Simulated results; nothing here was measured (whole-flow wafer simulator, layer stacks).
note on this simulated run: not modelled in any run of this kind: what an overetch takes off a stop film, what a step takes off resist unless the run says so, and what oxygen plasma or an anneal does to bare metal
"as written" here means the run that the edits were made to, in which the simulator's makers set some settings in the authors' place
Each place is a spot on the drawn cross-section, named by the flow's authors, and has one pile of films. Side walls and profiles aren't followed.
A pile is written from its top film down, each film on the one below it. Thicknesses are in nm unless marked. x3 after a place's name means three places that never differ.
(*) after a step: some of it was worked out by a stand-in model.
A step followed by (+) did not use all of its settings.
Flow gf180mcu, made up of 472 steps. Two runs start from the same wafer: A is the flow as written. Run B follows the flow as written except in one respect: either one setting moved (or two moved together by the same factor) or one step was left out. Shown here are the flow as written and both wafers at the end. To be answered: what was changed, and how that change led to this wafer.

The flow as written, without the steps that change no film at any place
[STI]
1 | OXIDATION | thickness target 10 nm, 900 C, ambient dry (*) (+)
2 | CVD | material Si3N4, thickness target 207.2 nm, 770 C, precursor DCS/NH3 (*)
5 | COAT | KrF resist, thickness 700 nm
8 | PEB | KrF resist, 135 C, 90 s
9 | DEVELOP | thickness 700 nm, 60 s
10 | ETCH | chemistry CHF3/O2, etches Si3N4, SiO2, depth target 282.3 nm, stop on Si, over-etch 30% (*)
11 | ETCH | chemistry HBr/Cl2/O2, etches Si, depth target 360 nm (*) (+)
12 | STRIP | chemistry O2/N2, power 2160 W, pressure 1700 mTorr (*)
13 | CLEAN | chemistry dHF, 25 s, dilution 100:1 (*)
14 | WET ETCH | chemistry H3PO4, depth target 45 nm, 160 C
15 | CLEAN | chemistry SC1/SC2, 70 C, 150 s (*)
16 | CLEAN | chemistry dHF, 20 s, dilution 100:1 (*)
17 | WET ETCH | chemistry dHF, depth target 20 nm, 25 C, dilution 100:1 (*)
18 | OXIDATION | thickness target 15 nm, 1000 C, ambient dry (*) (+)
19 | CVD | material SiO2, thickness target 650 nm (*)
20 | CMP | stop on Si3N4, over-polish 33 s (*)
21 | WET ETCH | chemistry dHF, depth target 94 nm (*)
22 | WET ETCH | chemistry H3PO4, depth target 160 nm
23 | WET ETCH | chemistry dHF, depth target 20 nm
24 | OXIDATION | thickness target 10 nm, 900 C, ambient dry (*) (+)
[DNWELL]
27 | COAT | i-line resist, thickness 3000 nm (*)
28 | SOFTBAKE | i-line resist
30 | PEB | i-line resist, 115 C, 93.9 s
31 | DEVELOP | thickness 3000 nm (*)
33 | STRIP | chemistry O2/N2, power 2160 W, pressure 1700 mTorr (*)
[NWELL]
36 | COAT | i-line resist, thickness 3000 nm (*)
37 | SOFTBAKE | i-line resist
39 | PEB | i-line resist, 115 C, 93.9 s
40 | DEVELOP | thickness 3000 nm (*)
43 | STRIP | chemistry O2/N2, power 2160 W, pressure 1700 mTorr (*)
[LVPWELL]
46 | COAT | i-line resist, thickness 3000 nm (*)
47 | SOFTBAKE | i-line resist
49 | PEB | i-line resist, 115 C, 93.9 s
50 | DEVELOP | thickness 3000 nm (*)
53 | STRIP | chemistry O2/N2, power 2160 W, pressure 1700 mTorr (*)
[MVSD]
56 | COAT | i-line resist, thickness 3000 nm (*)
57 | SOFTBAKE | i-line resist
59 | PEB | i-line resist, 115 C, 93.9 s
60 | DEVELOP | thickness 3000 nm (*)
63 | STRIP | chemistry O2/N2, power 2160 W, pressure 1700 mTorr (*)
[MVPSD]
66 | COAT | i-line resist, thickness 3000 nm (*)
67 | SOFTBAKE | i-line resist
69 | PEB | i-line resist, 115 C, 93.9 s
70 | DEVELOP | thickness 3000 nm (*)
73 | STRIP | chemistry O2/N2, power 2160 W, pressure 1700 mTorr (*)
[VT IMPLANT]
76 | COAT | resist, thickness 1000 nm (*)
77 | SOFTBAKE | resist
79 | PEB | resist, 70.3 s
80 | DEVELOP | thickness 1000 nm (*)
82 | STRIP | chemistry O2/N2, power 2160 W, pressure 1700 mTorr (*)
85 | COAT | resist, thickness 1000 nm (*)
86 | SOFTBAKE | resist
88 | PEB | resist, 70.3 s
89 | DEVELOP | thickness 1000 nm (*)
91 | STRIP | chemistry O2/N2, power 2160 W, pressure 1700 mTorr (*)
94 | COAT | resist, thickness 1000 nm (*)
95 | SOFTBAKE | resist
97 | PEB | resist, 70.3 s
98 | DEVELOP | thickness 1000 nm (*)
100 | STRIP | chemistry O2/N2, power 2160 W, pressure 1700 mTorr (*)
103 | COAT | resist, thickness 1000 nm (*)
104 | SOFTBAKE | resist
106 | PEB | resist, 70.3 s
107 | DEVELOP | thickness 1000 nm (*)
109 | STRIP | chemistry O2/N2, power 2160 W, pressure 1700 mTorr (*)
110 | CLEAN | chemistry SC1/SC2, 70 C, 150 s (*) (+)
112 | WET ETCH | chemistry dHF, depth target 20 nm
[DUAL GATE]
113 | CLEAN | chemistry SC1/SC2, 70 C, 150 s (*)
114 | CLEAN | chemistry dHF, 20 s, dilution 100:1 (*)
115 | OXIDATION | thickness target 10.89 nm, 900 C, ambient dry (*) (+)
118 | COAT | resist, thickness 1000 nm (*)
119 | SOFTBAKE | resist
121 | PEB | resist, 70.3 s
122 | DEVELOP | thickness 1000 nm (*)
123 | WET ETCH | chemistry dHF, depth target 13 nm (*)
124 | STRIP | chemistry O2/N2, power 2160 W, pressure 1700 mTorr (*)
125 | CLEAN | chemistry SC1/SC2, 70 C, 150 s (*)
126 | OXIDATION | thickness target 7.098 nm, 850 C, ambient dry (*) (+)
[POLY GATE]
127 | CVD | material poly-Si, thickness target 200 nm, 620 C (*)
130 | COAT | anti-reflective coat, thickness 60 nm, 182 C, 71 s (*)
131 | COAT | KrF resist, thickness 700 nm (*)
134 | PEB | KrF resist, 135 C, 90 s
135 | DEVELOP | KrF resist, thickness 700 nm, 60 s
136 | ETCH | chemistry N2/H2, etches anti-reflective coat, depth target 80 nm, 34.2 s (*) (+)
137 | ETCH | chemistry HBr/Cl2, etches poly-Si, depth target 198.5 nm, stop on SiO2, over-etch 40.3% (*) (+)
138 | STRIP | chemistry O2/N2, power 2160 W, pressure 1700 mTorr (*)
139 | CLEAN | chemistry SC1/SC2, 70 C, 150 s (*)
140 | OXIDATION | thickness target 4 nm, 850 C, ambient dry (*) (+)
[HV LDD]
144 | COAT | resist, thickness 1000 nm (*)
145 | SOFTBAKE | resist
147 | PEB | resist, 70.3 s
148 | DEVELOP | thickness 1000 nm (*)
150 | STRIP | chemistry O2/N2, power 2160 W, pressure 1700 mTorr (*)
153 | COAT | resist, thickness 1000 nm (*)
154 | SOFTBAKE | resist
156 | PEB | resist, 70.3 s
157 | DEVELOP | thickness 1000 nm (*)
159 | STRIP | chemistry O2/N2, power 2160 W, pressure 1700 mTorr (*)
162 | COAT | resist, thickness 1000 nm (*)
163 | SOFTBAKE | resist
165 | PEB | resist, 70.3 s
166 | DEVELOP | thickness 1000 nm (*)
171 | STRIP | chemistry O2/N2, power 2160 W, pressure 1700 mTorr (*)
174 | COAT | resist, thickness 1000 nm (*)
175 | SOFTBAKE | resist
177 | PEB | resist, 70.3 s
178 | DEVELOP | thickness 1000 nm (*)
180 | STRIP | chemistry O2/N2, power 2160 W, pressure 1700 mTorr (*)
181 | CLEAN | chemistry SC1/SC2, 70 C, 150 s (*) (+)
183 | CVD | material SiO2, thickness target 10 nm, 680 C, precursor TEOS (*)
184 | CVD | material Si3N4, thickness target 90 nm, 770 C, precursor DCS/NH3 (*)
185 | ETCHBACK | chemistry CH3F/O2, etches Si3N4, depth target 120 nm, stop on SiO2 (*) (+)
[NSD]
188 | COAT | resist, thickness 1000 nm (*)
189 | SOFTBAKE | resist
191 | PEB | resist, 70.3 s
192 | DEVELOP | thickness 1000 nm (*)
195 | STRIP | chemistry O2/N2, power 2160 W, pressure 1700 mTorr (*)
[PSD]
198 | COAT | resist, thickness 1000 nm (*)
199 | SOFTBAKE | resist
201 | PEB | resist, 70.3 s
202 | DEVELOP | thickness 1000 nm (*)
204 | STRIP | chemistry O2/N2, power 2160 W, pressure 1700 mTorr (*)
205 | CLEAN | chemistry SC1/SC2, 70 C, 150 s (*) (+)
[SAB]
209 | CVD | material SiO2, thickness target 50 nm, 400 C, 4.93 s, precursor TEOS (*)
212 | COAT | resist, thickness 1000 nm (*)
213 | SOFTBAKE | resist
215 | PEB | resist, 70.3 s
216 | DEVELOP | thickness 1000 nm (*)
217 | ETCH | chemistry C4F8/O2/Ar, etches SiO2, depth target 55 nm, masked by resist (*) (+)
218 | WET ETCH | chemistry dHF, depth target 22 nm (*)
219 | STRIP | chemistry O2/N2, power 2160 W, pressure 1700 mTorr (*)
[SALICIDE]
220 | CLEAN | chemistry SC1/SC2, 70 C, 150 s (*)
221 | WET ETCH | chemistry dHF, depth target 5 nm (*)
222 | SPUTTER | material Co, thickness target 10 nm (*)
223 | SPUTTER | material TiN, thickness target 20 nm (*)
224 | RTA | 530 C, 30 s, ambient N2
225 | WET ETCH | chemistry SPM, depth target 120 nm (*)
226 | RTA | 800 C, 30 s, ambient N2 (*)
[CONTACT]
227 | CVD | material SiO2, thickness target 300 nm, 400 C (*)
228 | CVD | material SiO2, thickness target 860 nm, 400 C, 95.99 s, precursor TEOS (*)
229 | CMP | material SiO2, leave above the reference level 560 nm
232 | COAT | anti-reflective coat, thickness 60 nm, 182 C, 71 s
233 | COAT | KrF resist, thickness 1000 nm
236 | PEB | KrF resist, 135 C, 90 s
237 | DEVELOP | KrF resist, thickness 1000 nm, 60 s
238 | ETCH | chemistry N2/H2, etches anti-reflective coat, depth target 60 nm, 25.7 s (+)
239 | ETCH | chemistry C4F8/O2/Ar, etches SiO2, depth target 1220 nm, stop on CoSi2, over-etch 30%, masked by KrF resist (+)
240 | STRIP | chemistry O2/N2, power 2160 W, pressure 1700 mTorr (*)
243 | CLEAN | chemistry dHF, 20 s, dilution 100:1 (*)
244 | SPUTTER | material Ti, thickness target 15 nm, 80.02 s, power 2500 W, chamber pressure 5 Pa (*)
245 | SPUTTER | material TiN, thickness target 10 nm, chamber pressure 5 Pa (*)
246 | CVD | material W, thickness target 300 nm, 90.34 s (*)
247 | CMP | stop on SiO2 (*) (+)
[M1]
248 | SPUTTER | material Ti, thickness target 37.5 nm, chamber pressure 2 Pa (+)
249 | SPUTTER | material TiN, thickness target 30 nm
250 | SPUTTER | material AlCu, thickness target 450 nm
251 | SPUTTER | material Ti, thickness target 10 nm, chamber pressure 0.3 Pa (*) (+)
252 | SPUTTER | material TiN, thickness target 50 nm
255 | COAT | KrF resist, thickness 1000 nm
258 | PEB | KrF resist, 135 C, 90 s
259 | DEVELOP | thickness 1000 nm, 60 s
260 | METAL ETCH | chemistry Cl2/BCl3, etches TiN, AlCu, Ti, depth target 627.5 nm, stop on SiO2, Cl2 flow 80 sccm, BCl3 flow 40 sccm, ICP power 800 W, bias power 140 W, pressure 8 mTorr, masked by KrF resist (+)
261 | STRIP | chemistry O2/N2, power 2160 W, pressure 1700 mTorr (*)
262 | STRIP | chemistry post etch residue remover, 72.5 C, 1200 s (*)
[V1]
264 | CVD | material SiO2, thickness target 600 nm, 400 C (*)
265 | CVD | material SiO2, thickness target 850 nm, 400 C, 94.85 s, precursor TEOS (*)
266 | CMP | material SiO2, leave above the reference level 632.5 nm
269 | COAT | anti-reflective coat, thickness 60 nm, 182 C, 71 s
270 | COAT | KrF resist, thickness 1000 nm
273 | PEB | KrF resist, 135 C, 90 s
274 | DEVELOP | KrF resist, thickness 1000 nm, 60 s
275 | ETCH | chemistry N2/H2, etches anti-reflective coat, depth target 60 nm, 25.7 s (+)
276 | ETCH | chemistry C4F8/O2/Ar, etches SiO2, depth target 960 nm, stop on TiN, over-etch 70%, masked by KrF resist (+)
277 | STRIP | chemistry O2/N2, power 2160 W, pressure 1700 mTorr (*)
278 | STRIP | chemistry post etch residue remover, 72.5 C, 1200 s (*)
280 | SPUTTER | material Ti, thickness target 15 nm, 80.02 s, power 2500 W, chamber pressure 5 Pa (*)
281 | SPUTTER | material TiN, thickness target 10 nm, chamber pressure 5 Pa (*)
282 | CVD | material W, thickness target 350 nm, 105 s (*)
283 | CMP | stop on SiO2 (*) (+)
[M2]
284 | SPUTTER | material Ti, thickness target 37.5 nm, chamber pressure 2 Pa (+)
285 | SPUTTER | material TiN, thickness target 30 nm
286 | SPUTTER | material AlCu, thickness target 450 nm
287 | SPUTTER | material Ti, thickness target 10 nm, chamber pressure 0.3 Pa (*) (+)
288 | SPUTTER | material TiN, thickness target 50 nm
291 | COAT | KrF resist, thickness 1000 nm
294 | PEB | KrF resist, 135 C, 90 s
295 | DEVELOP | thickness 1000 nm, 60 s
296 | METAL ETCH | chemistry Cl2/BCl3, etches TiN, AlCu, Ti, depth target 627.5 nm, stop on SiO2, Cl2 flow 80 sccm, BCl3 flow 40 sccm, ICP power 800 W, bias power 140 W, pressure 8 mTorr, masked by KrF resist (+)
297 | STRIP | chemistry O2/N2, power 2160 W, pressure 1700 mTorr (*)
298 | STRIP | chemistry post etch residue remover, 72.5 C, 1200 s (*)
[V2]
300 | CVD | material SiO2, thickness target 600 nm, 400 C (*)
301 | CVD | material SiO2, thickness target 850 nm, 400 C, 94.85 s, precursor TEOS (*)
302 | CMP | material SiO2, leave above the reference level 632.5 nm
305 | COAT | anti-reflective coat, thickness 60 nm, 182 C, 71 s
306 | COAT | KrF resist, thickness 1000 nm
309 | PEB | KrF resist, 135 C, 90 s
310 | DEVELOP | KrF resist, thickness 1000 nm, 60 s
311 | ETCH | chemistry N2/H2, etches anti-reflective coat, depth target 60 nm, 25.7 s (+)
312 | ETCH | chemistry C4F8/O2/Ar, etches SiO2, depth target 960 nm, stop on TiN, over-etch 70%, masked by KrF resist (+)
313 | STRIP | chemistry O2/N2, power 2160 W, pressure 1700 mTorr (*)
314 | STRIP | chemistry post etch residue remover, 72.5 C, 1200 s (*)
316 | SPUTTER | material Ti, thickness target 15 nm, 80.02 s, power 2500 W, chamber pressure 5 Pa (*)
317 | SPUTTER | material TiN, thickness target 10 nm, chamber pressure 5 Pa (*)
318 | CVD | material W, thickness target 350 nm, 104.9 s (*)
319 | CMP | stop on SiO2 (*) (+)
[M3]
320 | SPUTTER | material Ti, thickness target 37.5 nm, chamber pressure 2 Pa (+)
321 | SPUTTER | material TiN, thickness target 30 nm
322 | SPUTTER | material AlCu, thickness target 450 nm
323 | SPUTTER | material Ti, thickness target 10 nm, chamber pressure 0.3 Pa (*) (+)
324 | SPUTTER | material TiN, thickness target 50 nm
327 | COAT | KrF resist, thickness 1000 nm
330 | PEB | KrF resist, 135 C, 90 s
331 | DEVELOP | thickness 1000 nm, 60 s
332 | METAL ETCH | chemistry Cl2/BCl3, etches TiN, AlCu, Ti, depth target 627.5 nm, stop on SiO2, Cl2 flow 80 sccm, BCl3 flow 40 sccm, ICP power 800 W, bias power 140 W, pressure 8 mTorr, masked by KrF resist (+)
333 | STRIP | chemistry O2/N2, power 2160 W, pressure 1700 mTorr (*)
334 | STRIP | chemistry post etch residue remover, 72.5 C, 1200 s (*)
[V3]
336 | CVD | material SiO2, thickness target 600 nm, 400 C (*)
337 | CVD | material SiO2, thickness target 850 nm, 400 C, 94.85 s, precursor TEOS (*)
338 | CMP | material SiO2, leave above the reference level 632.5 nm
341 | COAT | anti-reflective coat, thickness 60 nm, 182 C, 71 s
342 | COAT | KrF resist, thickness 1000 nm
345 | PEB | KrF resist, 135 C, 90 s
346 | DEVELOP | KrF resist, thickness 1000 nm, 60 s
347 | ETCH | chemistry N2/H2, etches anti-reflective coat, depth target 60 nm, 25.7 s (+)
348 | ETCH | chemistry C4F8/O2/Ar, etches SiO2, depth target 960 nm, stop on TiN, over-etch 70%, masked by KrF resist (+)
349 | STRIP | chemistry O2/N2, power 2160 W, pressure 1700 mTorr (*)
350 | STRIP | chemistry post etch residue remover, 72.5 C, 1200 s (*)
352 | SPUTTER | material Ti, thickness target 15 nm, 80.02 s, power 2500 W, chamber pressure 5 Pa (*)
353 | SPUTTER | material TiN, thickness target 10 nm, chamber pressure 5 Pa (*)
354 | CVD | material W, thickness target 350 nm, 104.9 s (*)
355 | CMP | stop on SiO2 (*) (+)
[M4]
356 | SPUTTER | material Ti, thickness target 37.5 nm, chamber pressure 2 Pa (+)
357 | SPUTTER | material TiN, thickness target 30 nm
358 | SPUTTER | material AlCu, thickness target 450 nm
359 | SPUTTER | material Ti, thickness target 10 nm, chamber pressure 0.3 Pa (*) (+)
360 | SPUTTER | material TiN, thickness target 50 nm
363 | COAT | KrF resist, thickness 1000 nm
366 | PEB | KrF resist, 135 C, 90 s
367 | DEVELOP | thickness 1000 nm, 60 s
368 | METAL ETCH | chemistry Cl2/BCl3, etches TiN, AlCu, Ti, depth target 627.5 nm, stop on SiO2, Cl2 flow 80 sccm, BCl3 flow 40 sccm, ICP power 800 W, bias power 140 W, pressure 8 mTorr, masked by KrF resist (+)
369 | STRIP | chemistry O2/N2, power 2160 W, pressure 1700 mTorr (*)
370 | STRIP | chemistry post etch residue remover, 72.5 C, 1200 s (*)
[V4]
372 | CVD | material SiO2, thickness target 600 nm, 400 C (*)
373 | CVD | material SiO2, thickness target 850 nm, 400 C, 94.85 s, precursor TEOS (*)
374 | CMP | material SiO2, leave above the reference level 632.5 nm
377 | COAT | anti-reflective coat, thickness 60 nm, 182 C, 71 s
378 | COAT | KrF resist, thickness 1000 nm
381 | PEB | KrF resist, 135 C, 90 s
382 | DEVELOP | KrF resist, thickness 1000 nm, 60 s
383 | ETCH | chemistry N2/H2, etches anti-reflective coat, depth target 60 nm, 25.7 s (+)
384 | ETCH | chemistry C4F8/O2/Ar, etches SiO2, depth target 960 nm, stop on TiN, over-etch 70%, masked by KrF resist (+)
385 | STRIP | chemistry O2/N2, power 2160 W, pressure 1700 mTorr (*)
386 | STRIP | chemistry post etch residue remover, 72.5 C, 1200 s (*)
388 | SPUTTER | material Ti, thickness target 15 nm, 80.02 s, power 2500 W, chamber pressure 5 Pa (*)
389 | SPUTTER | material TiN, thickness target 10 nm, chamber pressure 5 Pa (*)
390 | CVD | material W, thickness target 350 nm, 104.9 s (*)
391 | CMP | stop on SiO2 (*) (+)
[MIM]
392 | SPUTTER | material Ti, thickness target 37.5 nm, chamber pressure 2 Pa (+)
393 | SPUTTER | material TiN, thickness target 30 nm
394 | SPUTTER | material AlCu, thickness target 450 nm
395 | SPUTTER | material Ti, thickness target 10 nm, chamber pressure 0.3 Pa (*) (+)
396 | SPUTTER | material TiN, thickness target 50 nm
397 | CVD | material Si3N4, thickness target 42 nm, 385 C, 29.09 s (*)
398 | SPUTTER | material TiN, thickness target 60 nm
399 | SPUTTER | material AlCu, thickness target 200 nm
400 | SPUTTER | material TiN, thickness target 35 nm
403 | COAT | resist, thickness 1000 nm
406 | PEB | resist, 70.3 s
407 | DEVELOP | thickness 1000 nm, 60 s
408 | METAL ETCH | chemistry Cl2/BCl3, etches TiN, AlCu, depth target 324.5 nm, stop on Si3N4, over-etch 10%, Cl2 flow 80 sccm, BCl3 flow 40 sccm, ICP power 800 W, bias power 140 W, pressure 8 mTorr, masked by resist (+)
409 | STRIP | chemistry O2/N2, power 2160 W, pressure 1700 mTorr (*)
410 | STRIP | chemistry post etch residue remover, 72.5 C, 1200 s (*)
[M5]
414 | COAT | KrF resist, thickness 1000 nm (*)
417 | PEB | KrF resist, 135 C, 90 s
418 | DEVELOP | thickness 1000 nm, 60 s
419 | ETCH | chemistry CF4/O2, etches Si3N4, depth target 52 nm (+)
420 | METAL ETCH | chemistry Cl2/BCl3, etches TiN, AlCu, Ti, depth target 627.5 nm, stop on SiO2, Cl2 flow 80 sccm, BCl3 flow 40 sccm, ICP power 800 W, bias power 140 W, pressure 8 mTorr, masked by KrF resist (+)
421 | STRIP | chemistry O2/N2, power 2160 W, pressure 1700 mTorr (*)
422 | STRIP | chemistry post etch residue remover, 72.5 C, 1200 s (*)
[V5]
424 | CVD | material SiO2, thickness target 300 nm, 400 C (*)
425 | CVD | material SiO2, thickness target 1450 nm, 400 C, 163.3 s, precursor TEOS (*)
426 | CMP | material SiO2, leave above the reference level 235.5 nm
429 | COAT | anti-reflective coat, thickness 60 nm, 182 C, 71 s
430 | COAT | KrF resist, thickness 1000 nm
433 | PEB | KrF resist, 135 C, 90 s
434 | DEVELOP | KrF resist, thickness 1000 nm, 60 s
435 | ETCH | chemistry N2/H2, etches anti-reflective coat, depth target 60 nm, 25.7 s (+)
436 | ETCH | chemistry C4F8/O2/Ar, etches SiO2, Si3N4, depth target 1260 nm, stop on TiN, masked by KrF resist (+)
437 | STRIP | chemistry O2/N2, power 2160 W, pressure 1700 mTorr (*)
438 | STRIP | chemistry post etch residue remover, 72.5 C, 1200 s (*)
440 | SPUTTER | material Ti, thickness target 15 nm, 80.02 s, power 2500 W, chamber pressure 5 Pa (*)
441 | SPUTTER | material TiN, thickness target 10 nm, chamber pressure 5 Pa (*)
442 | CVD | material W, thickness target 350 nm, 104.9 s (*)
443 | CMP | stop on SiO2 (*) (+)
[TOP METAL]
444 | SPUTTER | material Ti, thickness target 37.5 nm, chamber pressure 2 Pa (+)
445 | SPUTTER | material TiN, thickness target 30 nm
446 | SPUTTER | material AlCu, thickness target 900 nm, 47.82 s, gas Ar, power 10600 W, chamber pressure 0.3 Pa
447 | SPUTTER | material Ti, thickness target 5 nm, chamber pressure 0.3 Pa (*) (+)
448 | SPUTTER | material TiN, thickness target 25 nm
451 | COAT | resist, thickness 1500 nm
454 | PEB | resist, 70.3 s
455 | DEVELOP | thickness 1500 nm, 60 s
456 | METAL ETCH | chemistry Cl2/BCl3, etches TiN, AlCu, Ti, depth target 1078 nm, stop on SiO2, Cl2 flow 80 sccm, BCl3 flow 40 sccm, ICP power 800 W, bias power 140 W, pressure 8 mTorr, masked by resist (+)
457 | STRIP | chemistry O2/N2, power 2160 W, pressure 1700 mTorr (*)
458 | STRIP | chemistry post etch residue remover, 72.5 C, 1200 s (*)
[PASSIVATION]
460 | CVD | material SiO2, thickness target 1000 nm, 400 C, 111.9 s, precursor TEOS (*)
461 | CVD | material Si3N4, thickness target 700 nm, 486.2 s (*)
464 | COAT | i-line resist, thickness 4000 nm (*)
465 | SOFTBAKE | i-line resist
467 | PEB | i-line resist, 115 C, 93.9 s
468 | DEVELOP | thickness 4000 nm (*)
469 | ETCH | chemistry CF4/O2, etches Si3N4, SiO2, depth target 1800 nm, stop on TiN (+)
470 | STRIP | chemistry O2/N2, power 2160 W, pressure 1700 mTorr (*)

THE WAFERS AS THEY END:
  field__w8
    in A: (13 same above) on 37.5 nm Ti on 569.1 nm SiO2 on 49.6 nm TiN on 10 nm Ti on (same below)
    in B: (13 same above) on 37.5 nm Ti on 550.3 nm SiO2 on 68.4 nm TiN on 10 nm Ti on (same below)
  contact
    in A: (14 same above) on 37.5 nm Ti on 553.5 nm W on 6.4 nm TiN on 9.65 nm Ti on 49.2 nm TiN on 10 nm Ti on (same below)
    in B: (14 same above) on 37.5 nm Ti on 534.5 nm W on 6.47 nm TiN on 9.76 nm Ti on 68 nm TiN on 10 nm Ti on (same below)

Cause: step 360, SPUTTER: thickness target 68.8 nm was run, whereas the flow has thickness target 50 nm.

The path from the change to this, step by step:
  360 | SPUTTER | material TiN, thickness target 50 nm
      field, field__w1, field__w2 and 108 more: A TiN gains 50 (new film) | B TiN gains 68.8 (new film)
  368 | METAL ETCH | chemistry Cl2/BCl3, etches TiN, AlCu, Ti, depth target 627.5 nm, stop on SiO2, Cl2 flow 80 sccm, BCl3 flow 40 sccm, ICP power 800 W, bias power 140 W, pressure 8 mTorr, masked by KrF resist (+)
      field, field__w1, field__w2 and 103 more: A TiN loses 50 (all of it), Ti loses 10 (all of it), AlCu loses 450 (all of it), TiN loses 30 (all of it), Ti loses 37.5 (all of it) | B TiN loses 68.8 (all of it), Ti loses 10 (all of it), AlCu loses 450 (all of it), TiN loses 30 (all of it), Ti loses 37.5 (all of it)
  374 | CMP | material SiO2, leave above the reference level 632.5 nm
      field__w8, contact, m1, m1__w1, m1_nw: A SiO2 loses 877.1 | B SiO2 loses 895.9
  384 | ETCH | chemistry C4F8/O2/Ar, etches SiO2, depth target 960 nm, stop on TiN, over-etch 70%, masked by KrF resist (+)
      contact: A SiO2 loses 572.5 (all of it) | B SiO2 loses 553.7 (all of it)
  390 | CVD | material W, thickness target 350 nm, 104.9 s (*)
      contact: A W gains 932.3 (new film) | B W gains 913.3 (new film)
